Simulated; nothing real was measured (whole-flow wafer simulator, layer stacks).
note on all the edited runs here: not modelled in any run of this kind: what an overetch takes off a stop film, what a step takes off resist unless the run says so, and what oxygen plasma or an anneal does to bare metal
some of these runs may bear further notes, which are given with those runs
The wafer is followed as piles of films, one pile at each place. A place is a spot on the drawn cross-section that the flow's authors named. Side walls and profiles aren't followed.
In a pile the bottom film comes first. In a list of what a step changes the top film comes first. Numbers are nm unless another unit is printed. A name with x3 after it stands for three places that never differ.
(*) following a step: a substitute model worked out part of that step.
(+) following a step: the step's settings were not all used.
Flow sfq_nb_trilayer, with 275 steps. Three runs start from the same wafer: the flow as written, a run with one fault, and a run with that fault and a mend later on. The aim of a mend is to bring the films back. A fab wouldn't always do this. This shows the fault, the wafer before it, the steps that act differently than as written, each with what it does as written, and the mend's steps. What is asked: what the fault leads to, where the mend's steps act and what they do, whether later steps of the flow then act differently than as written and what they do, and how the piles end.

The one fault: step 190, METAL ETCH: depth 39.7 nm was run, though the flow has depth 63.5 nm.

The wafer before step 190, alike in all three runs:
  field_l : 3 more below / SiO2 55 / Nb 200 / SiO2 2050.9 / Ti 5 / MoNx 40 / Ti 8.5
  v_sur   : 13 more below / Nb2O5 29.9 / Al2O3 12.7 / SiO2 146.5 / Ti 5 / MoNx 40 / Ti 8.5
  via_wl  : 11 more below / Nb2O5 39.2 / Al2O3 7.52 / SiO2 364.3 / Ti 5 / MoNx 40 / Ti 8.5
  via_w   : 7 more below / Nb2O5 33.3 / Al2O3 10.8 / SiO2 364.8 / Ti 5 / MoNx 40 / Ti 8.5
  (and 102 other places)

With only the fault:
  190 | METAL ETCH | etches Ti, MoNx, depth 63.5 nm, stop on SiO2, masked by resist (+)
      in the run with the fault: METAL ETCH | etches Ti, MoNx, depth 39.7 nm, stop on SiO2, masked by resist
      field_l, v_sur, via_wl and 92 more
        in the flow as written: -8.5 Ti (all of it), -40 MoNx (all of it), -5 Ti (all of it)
        in the run with the fault: -8.5 Ti (all of it), -31.2 MoNx
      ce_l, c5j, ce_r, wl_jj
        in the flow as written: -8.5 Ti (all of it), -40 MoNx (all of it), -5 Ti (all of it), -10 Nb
        in the run with the fault: -8.5 Ti (all of it), -31.2 MoNx
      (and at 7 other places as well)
  Steps later in the flow that act otherwise than as written (not shown: 11 more steps that differ only slightly, by at most 2% or 0.5 nm, whichever is larger):
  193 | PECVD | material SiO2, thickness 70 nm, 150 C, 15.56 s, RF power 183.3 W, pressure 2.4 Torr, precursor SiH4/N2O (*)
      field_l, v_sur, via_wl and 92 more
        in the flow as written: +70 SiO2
        in the run with the fault: +70 SiO2 (new film)
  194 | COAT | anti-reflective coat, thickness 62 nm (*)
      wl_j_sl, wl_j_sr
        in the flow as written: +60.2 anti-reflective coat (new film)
        in the run with the fault: +62 anti-reflective coat (new film)
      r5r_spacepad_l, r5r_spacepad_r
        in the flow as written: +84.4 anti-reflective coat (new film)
        in the run with the fault: +78.4 anti-reflective coat (new film)
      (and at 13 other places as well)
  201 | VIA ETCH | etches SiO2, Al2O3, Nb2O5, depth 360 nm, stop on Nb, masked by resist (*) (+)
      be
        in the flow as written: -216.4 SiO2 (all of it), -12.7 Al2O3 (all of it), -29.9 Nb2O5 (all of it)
        in the run with the fault: -69.8 SiO2 (all of it), -8.8 MoNx (all of it), -5 Ti (all of it), -146.5 SiO2 (all of it), -12.7 Al2O3 (all of it), -29.9 Nb2O5 (all of it)
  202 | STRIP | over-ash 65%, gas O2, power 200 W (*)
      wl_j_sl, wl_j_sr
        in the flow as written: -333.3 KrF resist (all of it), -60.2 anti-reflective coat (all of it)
        in the run with the fault: -333.2 KrF resist (all of it), -62 anti-reflective coat (all of it)
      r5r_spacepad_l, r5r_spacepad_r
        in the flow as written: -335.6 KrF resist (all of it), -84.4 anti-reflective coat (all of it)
        in the run with the fault: -335 KrF resist (all of it), -78.4 anti-reflective coat (all of it)
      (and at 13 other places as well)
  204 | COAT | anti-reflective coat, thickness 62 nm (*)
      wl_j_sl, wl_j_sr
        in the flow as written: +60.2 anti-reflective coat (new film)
        in the run with the fault: +62 anti-reflective coat (new film)
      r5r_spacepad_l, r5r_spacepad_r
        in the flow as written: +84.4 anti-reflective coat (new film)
        in the run with the fault: +78.4 anti-reflective coat (new film)
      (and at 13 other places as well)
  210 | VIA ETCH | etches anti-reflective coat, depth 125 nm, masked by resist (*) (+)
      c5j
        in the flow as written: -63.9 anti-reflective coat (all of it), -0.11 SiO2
        in the run with the fault: -61.3 anti-reflective coat (all of it), -0.13 SiO2
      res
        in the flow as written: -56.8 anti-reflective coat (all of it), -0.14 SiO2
        in the run with the fault: -58 anti-reflective coat (all of it), -0.14 SiO2
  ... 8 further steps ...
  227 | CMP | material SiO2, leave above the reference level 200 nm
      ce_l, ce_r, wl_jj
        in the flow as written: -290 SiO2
        in the run with the fault: -300 SiO2
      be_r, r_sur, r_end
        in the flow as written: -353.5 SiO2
        in the run with the fault: -339.7 SiO2
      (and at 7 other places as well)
  The piles end different from the flow's at field_l, v_sur, via_wl and 100 more by more than 2% or 0.5 nm, whichever is larger.
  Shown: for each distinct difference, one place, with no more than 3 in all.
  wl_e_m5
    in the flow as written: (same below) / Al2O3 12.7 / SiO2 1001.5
    in the run with the fault: (same below) / Al2O3 12.7 / SiO2 146.5 / Ti 5 / MoNx 8.8 / SiO2 855
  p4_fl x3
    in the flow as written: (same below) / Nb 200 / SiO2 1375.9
    in the run with the fault: (same below) / Nb 200 / SiO2 520.9 / Ti 5 / MoNx 8.8 / SiO2 855
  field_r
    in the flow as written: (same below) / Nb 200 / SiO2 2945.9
    in the run with the fault: (same below) / Nb 200 / SiO2 2090.9 / Ti 5 / MoNx 8.8 / SiO2 855

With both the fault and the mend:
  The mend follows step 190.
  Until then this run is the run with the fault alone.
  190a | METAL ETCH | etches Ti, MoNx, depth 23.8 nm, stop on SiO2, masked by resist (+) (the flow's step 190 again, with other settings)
      field_l, v_sur, via_wl and 92 more
        -8.8 MoNx (all of it), -5 Ti (all of it)
      be_r, r_sur, res, r_end, r5r_line_l, r5r_line_c, r5r_line_r
        -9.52 KrF resist
      ce_l, c5j, ce_r, wl_jj
        -8.8 MoNx (all of it), -5 Ti (all of it), -10 Nb
  Later steps of the flow that are run all act as written at every place that is followed.
  The piles end the same as the flow's at every place that both follow.
